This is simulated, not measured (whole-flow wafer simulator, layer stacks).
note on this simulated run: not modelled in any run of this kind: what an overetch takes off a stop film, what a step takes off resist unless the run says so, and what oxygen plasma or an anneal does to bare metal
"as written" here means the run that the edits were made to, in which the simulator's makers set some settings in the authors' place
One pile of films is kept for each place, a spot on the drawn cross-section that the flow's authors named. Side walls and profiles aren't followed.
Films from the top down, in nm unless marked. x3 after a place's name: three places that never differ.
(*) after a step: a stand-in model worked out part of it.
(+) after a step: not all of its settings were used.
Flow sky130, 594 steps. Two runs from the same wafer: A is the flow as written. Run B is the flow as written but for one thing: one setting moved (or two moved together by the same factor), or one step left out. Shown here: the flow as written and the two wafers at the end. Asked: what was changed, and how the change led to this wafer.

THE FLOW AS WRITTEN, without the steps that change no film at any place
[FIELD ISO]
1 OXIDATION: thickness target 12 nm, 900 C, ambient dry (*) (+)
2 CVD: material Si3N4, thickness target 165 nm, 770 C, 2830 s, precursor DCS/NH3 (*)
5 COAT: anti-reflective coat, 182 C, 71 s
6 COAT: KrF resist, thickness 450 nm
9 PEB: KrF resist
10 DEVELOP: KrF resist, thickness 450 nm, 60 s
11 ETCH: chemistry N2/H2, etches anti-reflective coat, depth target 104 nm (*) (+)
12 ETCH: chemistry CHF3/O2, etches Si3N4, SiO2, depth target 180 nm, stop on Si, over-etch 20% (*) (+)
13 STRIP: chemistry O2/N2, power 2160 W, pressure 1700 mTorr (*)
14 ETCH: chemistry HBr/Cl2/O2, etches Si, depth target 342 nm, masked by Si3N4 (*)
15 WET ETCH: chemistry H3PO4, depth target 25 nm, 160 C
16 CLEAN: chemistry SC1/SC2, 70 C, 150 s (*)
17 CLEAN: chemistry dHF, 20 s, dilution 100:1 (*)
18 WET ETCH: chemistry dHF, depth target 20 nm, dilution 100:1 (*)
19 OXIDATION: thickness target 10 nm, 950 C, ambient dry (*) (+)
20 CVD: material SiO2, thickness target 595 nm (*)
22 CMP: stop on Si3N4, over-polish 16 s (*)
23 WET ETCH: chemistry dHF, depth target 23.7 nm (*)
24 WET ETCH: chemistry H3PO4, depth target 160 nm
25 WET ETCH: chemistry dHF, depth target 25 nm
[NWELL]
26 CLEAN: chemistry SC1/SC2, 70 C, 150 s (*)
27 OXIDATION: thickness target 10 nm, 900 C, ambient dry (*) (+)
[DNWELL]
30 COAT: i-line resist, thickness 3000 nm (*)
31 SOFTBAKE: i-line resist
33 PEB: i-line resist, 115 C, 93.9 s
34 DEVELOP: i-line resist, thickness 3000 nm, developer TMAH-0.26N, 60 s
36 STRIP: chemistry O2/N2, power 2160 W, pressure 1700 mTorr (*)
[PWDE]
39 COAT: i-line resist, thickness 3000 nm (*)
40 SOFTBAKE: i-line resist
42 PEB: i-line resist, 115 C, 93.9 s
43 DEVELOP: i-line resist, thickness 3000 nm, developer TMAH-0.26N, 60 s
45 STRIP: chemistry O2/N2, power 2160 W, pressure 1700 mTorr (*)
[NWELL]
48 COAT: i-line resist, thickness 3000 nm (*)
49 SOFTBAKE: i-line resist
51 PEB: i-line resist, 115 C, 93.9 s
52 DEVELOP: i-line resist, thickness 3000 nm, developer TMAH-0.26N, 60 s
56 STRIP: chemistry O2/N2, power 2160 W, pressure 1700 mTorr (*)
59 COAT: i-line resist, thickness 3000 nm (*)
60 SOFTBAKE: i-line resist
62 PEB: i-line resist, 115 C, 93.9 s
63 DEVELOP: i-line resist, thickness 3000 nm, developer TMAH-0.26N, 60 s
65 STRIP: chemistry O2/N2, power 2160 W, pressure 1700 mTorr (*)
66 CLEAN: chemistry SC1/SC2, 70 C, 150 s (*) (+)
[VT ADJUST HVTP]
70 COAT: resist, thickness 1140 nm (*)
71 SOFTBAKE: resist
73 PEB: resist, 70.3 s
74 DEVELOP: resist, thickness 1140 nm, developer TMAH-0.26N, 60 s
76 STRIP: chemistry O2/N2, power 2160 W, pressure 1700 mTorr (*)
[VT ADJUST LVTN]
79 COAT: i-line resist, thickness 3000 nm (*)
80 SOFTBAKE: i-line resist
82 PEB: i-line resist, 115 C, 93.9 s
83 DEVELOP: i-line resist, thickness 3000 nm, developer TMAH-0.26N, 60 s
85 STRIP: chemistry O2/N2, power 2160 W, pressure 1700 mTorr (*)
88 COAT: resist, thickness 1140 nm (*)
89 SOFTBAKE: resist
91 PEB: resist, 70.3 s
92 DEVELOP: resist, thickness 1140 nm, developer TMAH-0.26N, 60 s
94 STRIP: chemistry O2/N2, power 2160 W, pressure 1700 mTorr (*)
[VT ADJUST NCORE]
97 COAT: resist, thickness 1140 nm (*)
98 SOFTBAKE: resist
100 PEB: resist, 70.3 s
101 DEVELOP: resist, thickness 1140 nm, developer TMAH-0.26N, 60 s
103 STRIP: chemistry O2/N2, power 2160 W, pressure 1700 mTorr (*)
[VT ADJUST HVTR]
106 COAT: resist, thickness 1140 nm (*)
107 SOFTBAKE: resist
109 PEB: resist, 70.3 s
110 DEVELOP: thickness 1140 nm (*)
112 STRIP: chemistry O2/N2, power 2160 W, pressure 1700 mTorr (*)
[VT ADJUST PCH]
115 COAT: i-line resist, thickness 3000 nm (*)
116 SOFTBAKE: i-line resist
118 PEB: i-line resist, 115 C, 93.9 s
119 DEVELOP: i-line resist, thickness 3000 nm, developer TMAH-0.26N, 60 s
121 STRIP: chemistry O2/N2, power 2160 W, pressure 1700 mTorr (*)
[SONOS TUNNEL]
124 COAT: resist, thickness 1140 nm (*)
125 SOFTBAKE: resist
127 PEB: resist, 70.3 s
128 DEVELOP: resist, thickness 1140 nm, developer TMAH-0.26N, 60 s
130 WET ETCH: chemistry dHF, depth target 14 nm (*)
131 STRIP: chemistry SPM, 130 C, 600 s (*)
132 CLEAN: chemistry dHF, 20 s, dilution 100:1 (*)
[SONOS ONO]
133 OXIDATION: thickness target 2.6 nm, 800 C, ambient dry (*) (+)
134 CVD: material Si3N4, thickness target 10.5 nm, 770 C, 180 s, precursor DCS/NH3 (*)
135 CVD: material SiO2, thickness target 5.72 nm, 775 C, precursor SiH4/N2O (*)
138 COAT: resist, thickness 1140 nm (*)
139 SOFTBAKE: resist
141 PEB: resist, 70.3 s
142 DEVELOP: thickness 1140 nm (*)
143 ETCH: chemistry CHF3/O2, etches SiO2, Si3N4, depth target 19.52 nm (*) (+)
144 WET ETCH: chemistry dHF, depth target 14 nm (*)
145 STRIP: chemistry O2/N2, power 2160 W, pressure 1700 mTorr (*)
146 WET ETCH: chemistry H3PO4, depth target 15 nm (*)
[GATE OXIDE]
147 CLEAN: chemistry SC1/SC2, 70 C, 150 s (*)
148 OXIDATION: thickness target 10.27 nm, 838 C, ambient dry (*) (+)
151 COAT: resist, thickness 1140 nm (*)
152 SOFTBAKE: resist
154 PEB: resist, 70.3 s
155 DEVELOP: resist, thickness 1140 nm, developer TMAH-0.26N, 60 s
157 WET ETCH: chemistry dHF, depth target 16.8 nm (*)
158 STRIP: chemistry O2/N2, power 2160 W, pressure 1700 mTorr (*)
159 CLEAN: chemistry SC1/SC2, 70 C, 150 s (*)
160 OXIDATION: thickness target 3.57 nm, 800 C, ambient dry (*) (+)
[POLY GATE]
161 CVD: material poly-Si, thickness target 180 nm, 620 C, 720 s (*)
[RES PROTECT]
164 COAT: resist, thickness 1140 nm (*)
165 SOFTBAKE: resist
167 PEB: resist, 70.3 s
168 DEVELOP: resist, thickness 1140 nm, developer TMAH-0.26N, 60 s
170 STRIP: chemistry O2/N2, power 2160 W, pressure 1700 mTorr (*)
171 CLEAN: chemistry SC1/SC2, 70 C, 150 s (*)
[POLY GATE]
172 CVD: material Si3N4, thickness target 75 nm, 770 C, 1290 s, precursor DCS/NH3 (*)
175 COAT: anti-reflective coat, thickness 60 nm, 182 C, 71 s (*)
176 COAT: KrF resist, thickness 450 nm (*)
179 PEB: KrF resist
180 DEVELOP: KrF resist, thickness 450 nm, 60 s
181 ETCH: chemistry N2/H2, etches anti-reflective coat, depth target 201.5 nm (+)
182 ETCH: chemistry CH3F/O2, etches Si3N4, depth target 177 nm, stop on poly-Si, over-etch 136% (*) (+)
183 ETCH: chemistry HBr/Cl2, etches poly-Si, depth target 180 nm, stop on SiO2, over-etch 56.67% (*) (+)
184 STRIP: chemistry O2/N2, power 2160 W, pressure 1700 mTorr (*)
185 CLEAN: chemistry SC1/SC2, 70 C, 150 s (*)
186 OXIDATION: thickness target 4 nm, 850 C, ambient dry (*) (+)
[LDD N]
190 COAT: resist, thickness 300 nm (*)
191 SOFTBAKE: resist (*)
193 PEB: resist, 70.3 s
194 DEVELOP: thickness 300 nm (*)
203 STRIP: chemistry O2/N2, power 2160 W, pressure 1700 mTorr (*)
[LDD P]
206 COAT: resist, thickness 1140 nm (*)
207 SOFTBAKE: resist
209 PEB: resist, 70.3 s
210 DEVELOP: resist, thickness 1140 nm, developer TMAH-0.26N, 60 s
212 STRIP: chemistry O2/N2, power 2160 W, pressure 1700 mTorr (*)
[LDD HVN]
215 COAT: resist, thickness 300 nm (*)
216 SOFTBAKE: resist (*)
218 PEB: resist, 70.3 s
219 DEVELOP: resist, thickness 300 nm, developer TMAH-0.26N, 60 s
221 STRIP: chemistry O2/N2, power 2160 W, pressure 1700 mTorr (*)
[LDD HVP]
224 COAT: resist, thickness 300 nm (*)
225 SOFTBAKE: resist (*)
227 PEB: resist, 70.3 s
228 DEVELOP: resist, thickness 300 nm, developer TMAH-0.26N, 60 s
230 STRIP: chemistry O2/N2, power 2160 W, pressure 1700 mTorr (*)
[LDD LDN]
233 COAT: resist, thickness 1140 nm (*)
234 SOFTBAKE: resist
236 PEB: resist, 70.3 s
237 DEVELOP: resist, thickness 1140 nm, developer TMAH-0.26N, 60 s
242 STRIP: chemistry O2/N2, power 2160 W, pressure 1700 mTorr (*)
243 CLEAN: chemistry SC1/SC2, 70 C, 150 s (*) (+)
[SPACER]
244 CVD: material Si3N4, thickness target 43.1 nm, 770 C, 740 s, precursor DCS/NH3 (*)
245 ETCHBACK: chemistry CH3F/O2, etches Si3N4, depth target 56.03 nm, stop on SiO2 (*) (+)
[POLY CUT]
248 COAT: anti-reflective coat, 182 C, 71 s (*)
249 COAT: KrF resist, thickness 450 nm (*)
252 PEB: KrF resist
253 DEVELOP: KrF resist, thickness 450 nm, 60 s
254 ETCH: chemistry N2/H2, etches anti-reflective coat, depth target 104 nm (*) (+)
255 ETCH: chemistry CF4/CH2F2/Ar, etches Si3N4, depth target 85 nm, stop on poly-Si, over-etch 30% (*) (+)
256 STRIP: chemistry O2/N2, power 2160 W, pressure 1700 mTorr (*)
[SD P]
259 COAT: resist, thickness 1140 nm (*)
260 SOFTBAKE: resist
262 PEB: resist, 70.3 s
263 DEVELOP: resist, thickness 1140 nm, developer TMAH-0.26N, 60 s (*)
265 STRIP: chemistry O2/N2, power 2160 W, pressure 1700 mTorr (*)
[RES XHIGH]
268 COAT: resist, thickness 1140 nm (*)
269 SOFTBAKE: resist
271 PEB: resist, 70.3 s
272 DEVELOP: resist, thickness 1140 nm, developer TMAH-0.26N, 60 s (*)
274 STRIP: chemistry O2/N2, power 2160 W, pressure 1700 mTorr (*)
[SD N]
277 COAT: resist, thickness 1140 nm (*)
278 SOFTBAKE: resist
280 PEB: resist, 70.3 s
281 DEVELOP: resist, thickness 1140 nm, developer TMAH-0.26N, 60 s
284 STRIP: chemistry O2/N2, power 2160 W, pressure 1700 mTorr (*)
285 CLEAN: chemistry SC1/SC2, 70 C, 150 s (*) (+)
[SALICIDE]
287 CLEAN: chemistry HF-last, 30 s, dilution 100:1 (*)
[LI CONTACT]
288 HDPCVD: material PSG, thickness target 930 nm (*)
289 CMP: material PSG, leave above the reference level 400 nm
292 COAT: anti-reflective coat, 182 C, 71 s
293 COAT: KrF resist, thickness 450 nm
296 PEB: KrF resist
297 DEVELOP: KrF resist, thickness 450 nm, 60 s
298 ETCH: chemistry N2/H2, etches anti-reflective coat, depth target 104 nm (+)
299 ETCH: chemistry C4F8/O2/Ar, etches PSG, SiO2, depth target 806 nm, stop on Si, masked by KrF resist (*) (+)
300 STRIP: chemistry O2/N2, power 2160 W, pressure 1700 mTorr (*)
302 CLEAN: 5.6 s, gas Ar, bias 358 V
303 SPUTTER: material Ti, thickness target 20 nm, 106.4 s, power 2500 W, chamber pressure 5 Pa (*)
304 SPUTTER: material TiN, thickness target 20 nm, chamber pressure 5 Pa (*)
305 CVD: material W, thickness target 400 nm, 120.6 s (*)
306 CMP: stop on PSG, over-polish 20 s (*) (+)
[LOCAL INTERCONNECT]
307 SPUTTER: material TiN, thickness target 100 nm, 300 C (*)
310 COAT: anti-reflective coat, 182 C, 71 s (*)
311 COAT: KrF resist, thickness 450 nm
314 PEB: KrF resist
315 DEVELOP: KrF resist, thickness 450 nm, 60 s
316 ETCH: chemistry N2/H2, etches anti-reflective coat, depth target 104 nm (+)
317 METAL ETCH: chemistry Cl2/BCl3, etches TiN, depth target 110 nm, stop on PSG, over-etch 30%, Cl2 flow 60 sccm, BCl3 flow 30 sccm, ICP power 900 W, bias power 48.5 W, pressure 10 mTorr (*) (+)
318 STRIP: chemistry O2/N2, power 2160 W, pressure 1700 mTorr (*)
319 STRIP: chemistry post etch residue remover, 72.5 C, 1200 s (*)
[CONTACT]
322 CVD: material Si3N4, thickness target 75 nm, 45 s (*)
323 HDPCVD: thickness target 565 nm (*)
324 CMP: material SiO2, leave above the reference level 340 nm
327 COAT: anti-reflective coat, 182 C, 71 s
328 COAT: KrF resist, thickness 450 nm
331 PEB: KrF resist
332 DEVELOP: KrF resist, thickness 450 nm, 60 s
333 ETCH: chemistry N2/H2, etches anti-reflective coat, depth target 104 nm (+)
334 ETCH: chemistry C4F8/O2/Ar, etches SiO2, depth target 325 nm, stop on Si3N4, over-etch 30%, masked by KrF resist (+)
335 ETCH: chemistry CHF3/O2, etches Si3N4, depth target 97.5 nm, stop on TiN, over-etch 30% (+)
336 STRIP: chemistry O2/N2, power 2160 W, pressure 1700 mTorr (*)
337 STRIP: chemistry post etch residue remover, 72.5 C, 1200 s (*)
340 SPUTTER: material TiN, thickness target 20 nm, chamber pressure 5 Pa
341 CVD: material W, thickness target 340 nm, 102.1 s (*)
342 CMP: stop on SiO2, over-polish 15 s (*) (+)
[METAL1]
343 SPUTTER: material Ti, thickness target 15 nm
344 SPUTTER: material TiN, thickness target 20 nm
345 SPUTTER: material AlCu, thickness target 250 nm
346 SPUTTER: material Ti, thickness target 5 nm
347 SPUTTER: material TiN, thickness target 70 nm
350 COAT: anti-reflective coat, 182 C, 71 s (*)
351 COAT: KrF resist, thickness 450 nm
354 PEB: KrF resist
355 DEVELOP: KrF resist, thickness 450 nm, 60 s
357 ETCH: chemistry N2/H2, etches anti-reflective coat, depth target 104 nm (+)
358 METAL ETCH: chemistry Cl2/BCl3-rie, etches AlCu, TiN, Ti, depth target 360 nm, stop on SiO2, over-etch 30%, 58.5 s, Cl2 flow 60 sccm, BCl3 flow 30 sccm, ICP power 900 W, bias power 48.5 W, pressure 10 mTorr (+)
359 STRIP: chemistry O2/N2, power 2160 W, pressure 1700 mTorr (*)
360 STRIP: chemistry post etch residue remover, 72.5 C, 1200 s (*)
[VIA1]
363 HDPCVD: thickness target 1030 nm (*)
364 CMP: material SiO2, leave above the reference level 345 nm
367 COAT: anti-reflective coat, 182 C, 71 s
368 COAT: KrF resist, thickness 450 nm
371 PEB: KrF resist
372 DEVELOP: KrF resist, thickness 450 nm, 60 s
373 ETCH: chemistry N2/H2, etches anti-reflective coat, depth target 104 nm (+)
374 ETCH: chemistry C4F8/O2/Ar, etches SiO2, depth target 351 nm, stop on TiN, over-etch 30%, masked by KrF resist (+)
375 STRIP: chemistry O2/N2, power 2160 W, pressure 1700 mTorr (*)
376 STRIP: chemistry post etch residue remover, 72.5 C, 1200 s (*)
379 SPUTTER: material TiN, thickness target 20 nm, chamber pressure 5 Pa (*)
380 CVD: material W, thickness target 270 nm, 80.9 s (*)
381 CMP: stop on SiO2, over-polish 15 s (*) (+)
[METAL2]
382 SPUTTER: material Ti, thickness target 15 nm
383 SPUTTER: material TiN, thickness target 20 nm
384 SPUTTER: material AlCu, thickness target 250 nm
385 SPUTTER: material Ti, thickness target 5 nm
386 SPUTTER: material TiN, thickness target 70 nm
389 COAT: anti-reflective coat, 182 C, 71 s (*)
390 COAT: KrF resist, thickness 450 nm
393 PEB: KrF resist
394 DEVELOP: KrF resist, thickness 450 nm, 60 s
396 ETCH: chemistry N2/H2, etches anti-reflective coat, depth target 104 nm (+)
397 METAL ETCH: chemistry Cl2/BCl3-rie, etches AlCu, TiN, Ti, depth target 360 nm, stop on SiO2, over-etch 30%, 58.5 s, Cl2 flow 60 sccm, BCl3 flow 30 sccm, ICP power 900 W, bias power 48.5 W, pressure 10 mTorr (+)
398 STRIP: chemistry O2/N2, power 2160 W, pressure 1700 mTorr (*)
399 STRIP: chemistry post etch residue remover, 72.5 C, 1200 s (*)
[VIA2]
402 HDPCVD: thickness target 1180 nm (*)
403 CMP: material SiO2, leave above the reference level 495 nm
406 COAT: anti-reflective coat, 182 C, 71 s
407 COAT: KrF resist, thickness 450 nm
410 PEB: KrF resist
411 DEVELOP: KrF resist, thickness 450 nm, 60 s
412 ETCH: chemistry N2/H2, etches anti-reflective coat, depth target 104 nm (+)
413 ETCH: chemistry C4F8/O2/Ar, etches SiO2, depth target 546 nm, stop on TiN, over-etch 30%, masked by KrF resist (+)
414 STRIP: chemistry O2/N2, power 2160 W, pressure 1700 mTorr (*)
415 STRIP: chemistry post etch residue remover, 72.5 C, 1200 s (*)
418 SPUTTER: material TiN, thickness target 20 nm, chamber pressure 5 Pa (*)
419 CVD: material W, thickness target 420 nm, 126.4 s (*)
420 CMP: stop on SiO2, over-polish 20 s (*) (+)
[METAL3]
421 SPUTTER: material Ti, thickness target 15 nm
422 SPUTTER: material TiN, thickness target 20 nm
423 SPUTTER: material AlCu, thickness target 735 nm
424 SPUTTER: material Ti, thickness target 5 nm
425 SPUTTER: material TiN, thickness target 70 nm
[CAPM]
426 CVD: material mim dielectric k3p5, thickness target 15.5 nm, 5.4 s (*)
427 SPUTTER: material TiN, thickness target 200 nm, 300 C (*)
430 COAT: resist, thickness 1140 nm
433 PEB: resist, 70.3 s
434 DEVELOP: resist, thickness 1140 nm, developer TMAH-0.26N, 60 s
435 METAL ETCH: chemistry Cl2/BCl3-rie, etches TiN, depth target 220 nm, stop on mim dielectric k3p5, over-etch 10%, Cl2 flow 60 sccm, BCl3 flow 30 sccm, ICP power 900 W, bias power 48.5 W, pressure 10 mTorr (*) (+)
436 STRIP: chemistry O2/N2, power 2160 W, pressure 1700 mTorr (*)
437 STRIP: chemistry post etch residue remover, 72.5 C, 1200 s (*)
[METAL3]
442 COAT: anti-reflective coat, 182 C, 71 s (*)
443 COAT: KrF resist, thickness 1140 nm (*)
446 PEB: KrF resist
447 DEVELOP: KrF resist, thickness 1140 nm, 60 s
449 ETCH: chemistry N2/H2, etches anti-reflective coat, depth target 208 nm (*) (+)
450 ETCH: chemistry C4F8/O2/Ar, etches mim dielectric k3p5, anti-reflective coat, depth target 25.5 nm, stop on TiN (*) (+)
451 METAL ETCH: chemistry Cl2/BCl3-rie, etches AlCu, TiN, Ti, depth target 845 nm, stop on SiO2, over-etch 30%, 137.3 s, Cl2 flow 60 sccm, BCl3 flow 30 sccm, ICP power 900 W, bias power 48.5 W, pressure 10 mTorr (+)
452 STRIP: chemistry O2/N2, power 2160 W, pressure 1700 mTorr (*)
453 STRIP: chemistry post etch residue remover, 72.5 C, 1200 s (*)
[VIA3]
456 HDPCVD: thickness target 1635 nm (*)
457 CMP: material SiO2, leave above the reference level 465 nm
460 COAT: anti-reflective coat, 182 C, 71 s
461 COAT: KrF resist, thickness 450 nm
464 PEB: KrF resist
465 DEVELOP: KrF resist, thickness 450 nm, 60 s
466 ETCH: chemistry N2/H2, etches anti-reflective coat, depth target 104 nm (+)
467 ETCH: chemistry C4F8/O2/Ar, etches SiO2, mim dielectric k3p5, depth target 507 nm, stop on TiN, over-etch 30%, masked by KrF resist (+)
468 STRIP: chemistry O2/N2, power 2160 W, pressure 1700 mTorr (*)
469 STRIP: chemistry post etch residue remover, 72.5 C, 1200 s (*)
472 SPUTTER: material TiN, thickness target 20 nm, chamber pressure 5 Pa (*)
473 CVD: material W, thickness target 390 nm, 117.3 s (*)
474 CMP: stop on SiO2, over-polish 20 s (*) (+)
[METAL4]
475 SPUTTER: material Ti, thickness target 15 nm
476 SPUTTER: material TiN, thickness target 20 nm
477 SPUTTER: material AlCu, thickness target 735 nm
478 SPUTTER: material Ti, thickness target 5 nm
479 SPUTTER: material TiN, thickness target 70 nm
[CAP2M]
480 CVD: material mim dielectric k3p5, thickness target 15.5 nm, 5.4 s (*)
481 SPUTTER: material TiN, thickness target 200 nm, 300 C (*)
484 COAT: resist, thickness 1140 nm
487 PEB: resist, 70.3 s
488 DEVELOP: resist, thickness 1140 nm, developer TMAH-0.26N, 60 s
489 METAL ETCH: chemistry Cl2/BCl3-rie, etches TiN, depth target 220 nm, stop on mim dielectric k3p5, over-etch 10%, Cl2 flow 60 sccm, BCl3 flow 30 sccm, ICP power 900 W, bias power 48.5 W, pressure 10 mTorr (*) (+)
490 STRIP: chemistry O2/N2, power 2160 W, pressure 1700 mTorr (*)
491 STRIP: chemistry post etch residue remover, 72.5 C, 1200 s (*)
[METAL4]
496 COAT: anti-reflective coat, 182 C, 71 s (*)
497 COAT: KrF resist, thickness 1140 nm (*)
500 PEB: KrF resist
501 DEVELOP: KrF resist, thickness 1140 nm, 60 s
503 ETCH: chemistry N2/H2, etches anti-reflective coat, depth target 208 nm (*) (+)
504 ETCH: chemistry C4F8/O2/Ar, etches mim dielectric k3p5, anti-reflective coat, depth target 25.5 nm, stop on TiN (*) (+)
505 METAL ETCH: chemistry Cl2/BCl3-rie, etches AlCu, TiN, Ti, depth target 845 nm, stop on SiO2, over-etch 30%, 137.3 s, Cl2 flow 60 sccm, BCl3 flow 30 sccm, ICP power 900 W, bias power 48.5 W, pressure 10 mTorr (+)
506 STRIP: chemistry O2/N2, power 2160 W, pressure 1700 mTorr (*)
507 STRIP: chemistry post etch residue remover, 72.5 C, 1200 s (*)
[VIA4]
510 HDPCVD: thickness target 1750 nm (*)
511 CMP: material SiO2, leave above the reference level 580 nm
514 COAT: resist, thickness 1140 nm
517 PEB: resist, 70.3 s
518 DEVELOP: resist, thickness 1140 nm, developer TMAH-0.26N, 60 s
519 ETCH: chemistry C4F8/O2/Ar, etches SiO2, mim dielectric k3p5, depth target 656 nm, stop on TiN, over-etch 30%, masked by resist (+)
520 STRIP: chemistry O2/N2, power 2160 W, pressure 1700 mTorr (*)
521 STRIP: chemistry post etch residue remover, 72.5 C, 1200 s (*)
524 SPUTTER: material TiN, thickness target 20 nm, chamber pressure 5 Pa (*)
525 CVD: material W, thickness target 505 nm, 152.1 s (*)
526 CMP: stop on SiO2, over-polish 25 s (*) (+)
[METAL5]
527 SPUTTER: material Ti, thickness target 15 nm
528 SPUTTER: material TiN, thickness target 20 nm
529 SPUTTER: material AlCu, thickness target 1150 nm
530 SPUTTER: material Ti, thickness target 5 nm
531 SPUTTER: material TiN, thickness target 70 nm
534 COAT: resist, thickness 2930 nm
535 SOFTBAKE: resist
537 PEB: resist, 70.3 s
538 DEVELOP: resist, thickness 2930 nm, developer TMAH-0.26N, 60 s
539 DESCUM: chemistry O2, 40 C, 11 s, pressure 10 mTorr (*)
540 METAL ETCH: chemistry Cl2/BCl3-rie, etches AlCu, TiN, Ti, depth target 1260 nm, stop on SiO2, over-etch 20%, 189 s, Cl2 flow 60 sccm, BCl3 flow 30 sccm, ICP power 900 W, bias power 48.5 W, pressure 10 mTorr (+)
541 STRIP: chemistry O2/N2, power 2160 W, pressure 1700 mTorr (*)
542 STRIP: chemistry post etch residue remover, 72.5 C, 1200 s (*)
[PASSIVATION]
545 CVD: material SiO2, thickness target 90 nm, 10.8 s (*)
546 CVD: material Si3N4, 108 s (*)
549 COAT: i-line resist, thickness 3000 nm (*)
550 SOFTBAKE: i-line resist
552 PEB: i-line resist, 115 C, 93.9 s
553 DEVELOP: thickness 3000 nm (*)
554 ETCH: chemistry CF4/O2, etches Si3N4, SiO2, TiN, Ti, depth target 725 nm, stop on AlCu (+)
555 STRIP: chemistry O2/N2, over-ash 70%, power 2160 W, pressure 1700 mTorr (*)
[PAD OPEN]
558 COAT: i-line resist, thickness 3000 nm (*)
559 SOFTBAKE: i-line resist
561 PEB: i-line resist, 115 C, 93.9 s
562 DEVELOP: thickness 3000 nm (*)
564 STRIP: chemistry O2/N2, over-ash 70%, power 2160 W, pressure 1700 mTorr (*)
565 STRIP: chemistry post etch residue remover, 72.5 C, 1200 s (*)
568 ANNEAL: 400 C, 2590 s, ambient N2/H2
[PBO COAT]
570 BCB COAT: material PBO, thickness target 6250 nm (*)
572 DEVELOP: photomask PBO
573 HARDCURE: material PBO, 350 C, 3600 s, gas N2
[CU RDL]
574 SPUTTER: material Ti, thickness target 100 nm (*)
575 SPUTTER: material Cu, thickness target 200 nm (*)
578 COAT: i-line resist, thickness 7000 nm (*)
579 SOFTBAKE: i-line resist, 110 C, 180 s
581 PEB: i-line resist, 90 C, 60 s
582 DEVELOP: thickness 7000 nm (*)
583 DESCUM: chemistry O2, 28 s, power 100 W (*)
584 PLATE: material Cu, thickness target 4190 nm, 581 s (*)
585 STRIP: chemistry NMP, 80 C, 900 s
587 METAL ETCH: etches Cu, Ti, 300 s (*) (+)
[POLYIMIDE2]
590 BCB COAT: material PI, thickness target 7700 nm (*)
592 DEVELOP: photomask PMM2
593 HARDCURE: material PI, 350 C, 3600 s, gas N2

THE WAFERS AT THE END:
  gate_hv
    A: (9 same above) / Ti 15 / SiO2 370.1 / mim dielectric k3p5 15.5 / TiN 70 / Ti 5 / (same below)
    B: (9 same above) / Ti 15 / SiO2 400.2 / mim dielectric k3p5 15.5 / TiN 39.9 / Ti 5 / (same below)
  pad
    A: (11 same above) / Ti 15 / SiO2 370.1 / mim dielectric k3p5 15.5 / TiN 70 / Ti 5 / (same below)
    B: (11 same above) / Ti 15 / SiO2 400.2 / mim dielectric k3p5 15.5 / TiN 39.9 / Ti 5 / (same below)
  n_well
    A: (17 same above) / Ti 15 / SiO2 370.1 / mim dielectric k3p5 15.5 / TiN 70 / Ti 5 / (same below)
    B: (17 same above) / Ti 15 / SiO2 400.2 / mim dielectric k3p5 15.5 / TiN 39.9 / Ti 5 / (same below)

The cause: step 425, SPUTTER: thickness target 39.9 nm was run, where the flow has thickness target 70 nm.
It can be read off the wafer: gate_hv has TiN 39.9, and step 425 as written asks for 70 nm.

How the change led to this, step by step:
  425 SPUTTER: material TiN, thickness target 70 nm
      field, active, n_well and 188 more: A TiN +70 (new film) | B TiN +39.9 (new film)
  451 METAL ETCH: chemistry Cl2/BCl3-rie, etches AlCu, TiN, Ti, depth target 845 nm, stop on SiO2, over-etch 30%, 137.3 s, Cl2 flow 60 sccm, BCl3 flow 30 sccm, ICP power 900 W, bias power 48.5 W, pressure 10 mTorr (+)
      field, gate, spacer and 68 more: A TiN -70 (all of it), Ti -5 (all of it), AlCu -735 (all of it), TiN -20 (all of it), Ti -15 (all of it), SiO2 -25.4 | B TiN -39.9 (all of it), Ti -5 (all of it), AlCu -735 (all of it), TiN -20 (all of it), Ti -15 (all of it), SiO2 -28.4
      active, vpp_ln, vpp_iso2 and 11 more: A TiN -70 (all of it), Ti -5 (all of it), AlCu -735 (all of it), TiN -20 (all of it), Ti -15 (all of it), SiO2 -25.3 | B TiN -39.9 (all of it), Ti -5 (all of it), AlCu -735 (all of it), TiN -20 (all of it), Ti -15 (all of it), SiO2 -28.4
  457 CMP: material SiO2, leave above the reference level 465 nm
      n_well, p_well, gate_hv and 99 more: A SiO2 -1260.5 | B SiO2 -1230.4
      mim, mim_edge_plate_strap, mim_edge_plate: A SiO2 -1459.7 | B SiO2 -1429.6
      (and at 2 more places)
  467 ETCH: chemistry C4F8/O2/Ar, etches SiO2, mim dielectric k3p5, depth target 507 nm, stop on TiN, over-etch 30%, masked by KrF resist (+)
      m1: A SiO2 -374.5 (all of it), mim dielectric k3p5 -15.5 (all of it) | B SiO2 -404.6 (all of it), mim dielectric k3p5 -15.5 (all of it)
      via3_hole: A SiO2 -373.9 (all of it), mim dielectric k3p5 -15.5 (all of it) | B SiO2 -404 (all of it), mim dielectric k3p5 -15.5 (all of it)
  473 CVD: material W, thickness target 390 nm, 117.3 s (*)
      m1: A W +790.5 (new film) | B W +821 (new film)
      via3_hole: A W +789.9 (new film) | B W +820.4 (new film)
  550 SOFTBAKE: i-line resist
      via1_hole: A i-line resist -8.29 | B i-line resist -7.42
      via1_enc: A i-line resist -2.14 | B i-line resist -1.33
  559 SOFTBAKE: i-line resist
      via1_hole: A i-line resist -8.29 | B i-line resist -7.42
      via1_enc: A i-line resist -2.14 | B i-line resist -1.33
